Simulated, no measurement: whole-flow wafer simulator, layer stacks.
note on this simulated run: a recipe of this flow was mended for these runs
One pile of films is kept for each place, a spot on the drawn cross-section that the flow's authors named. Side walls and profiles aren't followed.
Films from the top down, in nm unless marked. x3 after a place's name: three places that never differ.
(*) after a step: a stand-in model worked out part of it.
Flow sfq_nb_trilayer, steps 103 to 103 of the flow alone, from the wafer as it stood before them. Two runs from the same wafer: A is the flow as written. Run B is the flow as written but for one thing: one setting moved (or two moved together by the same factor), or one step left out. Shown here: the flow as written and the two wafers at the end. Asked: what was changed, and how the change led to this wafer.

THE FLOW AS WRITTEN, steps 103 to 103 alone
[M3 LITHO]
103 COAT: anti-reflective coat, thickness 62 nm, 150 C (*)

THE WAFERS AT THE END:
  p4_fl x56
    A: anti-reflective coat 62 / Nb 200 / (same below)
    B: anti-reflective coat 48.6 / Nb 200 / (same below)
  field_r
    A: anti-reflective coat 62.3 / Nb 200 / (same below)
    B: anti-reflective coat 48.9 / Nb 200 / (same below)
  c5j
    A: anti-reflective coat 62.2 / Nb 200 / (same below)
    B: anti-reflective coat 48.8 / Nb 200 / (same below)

The cause: step 103, COAT: thickness 48.6 nm was run, where the flow has thickness 62 nm.
It can be read off the wafer: p4_fl x56 has anti-reflective coat 48.6, and step 103 as written asks for 62 nm.

How the change led to this, step by step:
  103 COAT: anti-reflective coat, thickness 62 nm, 150 C (*)
      p4_fl x56, wl_j_sl x15, wl_d_m1, l0r_line_l x3, m0r_space_l x2: A anti-reflective coat +62 (new film) | B anti-reflective coat +48.6 (new film)
      field_r, lsp_l, ln_m5, lsp_m, ln_m6, lsp_r, l0_sur, l0v: A anti-reflective coat +62.3 (new film) | B anti-reflective coat +48.9 (new film)
      (and at 21 more places)
